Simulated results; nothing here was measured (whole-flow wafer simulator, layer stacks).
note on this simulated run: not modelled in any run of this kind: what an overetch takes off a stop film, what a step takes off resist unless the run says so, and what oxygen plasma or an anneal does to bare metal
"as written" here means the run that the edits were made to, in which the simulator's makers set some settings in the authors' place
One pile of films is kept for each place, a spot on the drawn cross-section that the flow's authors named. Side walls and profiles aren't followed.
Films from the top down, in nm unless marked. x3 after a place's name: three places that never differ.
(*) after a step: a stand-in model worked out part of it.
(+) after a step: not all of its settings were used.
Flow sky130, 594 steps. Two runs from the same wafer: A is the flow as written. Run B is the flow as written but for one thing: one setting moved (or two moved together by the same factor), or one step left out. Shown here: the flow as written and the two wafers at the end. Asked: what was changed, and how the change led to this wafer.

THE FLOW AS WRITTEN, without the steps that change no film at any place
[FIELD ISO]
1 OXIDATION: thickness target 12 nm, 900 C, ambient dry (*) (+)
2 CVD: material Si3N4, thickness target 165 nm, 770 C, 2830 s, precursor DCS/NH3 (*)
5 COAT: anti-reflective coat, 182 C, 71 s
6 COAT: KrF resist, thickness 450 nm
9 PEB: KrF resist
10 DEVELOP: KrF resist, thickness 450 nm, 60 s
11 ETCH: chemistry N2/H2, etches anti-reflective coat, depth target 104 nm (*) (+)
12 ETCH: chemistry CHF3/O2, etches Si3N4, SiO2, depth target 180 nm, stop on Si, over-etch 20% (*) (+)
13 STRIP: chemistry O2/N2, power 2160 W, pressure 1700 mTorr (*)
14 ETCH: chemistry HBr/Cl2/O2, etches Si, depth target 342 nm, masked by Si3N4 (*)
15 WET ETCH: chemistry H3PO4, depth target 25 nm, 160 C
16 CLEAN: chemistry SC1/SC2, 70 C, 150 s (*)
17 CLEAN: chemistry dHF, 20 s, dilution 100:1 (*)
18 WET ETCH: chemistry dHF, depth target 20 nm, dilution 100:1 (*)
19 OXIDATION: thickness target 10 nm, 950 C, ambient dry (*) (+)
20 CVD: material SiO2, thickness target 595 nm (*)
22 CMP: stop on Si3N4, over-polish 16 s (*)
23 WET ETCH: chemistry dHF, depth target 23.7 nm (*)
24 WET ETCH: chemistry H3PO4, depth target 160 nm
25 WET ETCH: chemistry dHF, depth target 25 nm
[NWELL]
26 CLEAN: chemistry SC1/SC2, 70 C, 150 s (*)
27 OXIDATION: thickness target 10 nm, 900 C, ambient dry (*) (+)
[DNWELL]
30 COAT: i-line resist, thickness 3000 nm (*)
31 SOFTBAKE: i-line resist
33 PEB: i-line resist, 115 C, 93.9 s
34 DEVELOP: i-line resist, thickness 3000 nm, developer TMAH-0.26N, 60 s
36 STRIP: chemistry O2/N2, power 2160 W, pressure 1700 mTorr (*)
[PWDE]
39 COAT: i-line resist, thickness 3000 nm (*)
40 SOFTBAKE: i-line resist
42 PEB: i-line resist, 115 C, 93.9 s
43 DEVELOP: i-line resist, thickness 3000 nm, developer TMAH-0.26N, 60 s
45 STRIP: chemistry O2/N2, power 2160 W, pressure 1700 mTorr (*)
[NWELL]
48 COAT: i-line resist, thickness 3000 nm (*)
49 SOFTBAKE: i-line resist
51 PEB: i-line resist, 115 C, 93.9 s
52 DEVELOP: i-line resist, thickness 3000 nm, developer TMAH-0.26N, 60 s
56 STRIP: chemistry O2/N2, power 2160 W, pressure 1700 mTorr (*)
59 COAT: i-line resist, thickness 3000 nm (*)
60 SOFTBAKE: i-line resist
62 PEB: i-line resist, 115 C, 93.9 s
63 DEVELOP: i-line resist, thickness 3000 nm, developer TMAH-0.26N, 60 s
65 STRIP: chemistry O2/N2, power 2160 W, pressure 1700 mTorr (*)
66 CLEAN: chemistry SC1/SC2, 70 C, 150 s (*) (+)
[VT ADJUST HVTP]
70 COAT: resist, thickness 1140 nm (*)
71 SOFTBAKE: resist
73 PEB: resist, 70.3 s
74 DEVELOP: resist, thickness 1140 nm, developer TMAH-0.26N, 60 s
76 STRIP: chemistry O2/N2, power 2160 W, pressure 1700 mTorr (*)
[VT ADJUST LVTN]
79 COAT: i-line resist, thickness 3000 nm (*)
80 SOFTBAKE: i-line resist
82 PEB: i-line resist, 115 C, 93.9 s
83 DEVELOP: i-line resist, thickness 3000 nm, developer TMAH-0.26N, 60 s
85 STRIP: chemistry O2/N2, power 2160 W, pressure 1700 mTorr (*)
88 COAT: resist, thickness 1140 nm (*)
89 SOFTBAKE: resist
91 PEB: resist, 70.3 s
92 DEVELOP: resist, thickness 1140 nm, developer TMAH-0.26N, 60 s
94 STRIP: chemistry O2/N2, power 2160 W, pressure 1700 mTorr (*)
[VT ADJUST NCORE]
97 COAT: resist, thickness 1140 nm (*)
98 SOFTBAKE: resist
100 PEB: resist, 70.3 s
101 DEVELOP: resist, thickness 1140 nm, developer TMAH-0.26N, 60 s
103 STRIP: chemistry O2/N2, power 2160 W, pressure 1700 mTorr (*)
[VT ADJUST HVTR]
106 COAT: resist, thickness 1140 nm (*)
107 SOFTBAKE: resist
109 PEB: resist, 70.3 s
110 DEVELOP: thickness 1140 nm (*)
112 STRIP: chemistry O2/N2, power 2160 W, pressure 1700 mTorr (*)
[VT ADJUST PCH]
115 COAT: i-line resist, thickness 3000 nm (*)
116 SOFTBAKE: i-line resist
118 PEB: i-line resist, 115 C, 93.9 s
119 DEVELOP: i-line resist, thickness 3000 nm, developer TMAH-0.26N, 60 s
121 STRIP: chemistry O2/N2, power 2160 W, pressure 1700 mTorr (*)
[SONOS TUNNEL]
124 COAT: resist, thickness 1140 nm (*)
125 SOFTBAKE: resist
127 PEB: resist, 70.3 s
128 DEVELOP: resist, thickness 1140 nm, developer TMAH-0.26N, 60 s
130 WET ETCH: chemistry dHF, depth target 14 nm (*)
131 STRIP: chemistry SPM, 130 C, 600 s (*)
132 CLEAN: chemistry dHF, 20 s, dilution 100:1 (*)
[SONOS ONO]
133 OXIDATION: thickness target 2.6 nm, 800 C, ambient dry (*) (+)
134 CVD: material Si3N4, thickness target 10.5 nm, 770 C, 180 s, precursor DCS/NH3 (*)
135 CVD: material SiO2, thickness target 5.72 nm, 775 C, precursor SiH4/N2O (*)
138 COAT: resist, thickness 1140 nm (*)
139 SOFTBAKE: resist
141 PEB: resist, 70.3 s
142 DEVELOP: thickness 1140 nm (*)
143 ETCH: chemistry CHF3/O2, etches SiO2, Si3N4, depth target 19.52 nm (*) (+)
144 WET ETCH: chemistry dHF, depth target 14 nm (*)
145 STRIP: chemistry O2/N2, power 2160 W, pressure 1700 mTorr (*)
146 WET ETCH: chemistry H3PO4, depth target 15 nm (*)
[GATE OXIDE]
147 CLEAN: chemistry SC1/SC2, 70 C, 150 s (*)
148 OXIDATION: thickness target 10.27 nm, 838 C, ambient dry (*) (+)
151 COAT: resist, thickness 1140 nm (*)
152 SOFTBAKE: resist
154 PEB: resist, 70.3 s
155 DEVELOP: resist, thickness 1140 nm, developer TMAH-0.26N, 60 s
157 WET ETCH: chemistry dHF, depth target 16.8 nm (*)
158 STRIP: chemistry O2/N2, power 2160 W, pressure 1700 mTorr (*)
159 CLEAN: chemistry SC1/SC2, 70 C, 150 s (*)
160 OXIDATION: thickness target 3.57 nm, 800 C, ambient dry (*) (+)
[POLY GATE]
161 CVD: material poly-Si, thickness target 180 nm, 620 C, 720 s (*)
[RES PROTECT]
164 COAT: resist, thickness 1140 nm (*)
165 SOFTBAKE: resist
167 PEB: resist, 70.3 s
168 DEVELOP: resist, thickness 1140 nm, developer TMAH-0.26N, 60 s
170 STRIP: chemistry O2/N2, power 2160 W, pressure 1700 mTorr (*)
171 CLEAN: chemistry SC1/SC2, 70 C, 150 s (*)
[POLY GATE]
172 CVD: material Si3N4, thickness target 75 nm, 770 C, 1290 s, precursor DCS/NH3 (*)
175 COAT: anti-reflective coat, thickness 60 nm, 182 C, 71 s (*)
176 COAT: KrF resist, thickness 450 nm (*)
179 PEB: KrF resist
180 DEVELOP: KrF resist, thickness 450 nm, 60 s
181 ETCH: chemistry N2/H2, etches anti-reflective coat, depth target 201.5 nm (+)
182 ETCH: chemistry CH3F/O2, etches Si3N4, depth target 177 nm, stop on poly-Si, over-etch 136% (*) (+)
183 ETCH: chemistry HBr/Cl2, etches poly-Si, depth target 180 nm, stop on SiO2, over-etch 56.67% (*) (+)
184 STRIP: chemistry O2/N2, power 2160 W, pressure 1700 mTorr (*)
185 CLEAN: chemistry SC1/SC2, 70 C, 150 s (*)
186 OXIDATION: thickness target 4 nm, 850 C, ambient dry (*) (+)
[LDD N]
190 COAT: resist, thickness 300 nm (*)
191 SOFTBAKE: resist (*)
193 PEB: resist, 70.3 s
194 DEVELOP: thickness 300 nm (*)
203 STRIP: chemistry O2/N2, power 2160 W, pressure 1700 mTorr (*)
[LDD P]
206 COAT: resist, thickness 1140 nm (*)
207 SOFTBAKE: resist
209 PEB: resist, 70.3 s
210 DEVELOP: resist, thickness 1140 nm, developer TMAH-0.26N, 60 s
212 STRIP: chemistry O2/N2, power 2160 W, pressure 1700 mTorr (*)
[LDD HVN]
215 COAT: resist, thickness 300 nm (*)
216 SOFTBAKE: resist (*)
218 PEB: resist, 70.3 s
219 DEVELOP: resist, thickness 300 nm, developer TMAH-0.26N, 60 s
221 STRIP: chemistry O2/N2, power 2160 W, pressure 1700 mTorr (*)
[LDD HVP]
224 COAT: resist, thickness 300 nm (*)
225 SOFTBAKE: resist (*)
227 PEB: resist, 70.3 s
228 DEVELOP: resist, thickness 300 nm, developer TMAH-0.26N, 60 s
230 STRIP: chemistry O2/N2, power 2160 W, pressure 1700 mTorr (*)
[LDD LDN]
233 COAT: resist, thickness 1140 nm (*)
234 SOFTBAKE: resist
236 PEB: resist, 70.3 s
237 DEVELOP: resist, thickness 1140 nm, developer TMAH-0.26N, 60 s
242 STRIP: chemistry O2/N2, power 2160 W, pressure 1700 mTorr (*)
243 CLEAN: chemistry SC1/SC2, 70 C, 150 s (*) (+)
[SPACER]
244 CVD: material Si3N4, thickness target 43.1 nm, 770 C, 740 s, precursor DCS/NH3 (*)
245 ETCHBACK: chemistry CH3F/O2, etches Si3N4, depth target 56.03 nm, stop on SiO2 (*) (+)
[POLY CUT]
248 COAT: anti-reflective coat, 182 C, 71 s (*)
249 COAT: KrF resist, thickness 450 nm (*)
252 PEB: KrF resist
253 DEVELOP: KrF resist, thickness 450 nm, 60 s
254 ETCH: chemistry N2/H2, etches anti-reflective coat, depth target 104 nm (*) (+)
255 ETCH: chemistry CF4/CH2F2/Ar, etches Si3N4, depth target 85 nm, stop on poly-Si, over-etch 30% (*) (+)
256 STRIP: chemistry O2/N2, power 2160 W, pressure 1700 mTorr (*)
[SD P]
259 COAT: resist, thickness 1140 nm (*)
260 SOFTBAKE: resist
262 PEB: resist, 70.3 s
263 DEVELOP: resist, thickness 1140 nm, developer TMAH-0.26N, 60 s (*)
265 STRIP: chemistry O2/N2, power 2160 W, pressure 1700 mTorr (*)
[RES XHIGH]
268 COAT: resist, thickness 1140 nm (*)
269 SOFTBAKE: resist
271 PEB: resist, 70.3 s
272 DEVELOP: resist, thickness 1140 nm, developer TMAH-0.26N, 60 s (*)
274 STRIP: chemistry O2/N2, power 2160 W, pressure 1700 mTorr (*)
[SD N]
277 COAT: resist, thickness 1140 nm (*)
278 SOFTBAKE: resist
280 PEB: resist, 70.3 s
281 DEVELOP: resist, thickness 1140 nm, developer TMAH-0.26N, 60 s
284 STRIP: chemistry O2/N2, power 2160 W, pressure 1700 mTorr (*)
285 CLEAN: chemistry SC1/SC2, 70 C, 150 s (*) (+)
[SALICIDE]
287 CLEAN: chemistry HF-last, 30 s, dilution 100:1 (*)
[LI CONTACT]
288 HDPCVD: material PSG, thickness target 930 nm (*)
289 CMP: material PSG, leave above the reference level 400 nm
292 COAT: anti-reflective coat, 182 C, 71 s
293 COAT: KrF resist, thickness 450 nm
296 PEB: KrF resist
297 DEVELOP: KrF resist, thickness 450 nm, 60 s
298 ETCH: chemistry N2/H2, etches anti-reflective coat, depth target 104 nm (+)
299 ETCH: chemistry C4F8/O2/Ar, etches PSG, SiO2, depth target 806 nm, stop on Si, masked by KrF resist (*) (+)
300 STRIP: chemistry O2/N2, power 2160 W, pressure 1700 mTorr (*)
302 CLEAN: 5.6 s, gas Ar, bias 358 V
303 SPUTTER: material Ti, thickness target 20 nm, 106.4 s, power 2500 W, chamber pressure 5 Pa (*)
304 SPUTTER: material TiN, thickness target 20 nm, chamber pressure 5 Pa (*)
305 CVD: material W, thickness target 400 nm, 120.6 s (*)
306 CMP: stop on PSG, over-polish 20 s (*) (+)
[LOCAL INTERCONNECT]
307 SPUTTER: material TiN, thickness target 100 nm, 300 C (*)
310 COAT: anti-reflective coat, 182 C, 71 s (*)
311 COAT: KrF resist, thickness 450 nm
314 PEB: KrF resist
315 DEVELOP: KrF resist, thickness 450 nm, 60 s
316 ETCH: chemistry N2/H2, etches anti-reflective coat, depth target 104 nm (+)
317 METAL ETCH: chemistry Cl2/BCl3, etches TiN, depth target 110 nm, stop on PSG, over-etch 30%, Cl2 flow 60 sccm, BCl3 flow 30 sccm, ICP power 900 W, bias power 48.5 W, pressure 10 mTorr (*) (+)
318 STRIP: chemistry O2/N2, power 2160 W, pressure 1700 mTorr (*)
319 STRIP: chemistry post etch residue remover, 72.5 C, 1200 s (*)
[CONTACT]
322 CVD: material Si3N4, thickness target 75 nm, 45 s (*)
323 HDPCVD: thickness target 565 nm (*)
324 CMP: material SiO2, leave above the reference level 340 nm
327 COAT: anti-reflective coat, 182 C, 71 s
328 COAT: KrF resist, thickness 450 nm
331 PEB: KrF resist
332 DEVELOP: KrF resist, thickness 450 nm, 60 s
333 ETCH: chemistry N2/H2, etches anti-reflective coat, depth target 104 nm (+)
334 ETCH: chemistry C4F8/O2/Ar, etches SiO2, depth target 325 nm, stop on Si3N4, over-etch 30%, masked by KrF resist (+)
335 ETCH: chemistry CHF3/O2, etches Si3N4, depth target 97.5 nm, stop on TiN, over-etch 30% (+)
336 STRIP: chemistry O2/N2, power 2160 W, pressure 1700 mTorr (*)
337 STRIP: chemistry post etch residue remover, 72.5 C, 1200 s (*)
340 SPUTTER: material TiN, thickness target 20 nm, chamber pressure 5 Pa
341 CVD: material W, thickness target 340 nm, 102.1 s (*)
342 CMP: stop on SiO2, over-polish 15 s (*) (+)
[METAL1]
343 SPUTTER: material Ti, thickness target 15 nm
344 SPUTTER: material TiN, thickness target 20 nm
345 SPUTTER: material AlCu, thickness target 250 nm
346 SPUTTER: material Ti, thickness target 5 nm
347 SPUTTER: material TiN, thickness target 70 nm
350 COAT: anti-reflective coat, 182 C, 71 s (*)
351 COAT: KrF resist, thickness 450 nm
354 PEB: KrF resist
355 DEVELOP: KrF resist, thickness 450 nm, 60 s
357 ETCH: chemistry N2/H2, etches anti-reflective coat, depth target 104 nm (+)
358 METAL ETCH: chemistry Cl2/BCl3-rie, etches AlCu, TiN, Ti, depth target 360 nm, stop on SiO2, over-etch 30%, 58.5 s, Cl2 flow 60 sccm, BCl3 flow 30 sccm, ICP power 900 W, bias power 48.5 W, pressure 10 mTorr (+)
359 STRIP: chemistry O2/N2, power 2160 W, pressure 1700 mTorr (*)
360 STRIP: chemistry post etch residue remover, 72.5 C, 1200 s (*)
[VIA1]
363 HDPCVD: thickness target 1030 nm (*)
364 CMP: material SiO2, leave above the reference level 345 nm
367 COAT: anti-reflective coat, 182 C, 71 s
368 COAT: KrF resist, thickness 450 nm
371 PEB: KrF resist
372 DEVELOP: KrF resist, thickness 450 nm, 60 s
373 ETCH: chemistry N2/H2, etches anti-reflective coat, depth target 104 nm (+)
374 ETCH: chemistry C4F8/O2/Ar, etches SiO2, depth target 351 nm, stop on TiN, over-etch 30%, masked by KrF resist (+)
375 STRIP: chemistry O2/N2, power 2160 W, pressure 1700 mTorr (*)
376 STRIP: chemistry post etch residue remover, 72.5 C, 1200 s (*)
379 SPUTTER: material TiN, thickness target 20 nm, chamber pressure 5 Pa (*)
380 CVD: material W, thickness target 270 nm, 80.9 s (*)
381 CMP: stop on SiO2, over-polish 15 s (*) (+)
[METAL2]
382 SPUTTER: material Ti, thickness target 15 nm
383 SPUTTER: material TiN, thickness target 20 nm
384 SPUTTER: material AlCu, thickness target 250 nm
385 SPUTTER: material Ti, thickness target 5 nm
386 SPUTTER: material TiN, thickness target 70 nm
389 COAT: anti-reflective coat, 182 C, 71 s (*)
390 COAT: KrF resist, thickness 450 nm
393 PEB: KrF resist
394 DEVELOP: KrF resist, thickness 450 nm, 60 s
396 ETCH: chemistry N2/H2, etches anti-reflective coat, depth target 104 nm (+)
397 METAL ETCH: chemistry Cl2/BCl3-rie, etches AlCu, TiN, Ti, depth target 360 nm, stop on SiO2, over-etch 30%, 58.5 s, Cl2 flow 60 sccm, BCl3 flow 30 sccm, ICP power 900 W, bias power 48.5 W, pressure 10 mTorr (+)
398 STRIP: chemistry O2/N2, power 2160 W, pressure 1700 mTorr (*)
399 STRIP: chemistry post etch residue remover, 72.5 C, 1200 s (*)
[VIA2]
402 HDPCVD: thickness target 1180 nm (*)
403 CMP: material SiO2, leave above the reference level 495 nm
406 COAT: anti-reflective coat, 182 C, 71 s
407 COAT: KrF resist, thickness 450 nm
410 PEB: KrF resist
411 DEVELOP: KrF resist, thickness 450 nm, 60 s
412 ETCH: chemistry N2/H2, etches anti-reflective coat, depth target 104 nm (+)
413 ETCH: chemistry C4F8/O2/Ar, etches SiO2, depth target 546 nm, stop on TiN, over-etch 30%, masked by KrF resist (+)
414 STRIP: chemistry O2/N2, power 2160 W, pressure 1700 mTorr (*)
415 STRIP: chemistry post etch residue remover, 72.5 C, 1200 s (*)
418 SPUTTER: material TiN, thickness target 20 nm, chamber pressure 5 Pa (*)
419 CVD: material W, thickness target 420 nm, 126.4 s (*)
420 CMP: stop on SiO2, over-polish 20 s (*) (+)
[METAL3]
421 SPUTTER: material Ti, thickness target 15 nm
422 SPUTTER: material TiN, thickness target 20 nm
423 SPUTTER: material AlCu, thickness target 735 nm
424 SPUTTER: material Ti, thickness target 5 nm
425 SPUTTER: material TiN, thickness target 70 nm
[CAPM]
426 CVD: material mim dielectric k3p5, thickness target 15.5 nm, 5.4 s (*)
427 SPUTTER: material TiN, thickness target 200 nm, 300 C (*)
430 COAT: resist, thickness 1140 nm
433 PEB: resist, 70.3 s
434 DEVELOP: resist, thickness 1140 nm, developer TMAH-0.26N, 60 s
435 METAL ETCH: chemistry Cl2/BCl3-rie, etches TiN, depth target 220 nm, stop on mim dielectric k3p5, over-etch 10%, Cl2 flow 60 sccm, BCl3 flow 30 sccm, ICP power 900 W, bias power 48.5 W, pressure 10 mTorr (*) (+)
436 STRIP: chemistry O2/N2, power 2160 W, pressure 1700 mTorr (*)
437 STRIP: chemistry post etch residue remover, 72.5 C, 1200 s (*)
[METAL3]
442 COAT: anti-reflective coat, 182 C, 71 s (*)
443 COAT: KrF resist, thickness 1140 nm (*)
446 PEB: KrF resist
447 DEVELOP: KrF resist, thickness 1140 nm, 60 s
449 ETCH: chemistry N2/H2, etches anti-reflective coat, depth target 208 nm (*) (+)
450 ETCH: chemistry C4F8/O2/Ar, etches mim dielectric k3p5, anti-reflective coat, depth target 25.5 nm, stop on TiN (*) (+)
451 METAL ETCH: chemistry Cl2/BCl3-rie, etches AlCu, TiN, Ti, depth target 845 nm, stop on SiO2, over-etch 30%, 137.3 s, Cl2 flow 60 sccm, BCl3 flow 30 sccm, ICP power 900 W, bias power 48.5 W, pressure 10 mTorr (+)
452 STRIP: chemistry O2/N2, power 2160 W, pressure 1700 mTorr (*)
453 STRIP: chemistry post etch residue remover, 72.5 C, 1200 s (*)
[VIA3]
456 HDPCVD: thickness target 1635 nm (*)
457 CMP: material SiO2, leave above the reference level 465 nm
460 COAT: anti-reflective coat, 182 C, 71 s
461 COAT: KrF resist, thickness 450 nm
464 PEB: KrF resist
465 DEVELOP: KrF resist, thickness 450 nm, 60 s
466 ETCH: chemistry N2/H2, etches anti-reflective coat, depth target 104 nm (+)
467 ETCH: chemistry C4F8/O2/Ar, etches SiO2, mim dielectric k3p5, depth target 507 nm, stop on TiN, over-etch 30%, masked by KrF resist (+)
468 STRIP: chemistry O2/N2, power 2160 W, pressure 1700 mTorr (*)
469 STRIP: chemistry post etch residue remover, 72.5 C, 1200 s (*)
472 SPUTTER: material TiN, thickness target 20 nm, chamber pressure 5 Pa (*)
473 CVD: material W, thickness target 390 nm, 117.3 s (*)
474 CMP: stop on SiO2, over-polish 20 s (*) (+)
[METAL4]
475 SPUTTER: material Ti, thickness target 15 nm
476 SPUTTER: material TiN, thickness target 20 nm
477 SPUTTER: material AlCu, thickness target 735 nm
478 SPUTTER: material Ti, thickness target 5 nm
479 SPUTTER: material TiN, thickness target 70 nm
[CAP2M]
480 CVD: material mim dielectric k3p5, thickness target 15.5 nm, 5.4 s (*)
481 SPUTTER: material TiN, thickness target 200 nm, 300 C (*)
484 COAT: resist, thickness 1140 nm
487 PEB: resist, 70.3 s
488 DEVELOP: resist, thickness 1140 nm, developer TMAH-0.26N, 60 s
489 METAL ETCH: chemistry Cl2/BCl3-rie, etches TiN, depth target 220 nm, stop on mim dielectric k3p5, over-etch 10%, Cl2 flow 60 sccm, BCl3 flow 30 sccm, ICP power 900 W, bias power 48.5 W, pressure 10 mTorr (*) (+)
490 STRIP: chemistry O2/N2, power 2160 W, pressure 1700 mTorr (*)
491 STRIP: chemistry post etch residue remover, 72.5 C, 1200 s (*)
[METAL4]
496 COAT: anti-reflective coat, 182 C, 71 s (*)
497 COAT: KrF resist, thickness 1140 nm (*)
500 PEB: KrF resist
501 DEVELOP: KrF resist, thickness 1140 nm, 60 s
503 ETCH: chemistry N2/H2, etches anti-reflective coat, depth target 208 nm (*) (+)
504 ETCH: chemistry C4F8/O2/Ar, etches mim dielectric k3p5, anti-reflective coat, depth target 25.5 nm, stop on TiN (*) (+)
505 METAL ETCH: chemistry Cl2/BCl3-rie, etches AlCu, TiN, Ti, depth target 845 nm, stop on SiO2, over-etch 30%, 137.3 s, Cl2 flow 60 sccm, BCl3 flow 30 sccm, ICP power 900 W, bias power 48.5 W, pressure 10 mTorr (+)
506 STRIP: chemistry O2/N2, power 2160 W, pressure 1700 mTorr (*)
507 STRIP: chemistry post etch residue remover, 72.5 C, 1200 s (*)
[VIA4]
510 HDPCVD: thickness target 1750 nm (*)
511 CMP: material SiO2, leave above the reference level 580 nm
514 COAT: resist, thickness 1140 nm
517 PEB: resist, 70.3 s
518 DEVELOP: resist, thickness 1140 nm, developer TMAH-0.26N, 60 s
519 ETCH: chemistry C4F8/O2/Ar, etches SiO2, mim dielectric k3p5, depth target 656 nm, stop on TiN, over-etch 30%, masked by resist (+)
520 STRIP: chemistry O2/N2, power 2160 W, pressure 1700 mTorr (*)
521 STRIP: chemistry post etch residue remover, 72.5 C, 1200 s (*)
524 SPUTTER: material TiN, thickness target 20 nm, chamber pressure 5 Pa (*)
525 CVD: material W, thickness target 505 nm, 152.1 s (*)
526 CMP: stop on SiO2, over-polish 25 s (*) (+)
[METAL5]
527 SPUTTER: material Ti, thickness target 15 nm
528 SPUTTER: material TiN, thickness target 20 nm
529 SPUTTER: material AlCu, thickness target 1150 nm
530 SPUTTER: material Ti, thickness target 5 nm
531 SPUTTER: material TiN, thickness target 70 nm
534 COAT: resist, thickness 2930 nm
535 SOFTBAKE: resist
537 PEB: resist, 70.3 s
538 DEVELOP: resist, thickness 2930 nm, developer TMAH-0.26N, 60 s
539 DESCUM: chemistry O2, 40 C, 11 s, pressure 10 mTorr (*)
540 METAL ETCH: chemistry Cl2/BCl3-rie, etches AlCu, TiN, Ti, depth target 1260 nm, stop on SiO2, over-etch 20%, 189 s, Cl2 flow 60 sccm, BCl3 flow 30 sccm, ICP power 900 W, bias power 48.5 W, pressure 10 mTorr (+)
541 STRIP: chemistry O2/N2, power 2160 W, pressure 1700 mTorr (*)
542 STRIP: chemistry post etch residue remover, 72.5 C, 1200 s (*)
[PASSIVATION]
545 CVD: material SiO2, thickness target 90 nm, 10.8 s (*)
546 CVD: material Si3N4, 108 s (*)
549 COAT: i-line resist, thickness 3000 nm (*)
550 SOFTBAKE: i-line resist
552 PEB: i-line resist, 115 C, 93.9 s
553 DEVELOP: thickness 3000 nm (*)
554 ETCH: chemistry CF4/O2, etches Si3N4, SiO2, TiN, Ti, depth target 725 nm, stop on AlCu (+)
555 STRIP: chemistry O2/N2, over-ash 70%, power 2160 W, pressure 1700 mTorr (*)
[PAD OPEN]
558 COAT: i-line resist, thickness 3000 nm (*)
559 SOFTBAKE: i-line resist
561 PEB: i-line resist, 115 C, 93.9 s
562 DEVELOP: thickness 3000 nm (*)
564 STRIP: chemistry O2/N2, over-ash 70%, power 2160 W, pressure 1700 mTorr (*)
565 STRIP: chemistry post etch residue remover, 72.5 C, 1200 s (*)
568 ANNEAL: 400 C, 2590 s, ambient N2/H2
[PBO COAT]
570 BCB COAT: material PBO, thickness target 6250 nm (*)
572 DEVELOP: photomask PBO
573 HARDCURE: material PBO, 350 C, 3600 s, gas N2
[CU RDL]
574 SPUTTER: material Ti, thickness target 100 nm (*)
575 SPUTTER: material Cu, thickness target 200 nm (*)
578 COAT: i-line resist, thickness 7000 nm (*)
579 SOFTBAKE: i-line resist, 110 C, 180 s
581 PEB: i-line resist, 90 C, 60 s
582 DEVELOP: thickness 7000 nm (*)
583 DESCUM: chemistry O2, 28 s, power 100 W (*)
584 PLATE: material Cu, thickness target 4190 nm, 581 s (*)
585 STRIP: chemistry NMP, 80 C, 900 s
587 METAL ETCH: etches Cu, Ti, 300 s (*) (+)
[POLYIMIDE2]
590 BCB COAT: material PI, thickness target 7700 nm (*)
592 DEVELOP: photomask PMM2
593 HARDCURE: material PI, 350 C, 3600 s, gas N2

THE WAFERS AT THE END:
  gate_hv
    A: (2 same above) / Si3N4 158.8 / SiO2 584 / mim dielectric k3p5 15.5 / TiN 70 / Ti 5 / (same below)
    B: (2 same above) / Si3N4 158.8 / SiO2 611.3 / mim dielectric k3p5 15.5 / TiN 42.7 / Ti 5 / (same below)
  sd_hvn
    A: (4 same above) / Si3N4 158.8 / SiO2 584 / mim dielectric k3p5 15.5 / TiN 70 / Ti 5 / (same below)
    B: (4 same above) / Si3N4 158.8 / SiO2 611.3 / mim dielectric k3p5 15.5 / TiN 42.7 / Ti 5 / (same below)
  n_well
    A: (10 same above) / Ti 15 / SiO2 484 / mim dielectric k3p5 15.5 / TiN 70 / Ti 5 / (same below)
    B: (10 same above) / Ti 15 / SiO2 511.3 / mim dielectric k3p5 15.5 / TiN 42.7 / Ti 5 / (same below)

The cause: step 479, SPUTTER: thickness target 42.7 nm was run, where the flow has thickness target 70 nm.
It can be read off the wafer: gate_hv has TiN 42.7, and step 479 as written asks for 70 nm.

How the change led to this, step by step:
  479 SPUTTER: material TiN, thickness target 70 nm
      field, active, n_well and 189 more: A TiN +70 (new film) | B TiN +42.7 (new film)
  505 METAL ETCH: chemistry Cl2/BCl3-rie, etches AlCu, TiN, Ti, depth target 845 nm, stop on SiO2, over-etch 30%, 137.3 s, Cl2 flow 60 sccm, BCl3 flow 30 sccm, ICP power 900 W, bias power 48.5 W, pressure 10 mTorr (+)
      field, gate, spacer and 68 more: A TiN -70 (all of it), Ti -5 (all of it), AlCu -735 (all of it), TiN -20 (all of it), Ti -15 (all of it), SiO2 -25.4 | B TiN -42.7 (all of it), Ti -5 (all of it), AlCu -735 (all of it), TiN -20 (all of it), Ti -15 (all of it), SiO2 -28.1
      active, vpp_iso1, mim_edge_plate and 14 more: A TiN -70 (all of it), Ti -5 (all of it), AlCu -735 (all of it), TiN -20 (all of it), Ti -15 (all of it), SiO2 -25.3 | B TiN -42.7 (all of it), Ti -5 (all of it), AlCu -735 (all of it), TiN -20 (all of it), Ti -15 (all of it), SiO2 -28.1
  511 CMP: material SiO2, leave above the reference level 580 nm
      n_well, p_well, gate_hv and 99 more: A SiO2 -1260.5 | B SiO2 -1233.2
      m1, via3_hole: A SiO2 -1259.9 | B SiO2 -1232.6
  519 ETCH: chemistry C4F8/O2/Ar, etches SiO2, mim dielectric k3p5, depth target 656 nm, stop on TiN, over-etch 30%, masked by resist (+)
      m1: A SiO2 -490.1 (all of it), mim dielectric k3p5 -15.5 (all of it) | B SiO2 -517.4 (all of it), mim dielectric k3p5 -15.5 (all of it)
      via4_hole: A SiO2 -489.5 (all of it), mim dielectric k3p5 -15.5 (all of it) | B SiO2 -516.8 (all of it), mim dielectric k3p5 -15.5 (all of it)
  525 CVD: material W, thickness target 505 nm, 152.1 s (*)
      m1: A W +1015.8 (new film) | B W +1043.3 (new film)
      via4_hole: A W +1015.2 (new film) | B W +1042.6 (new film)
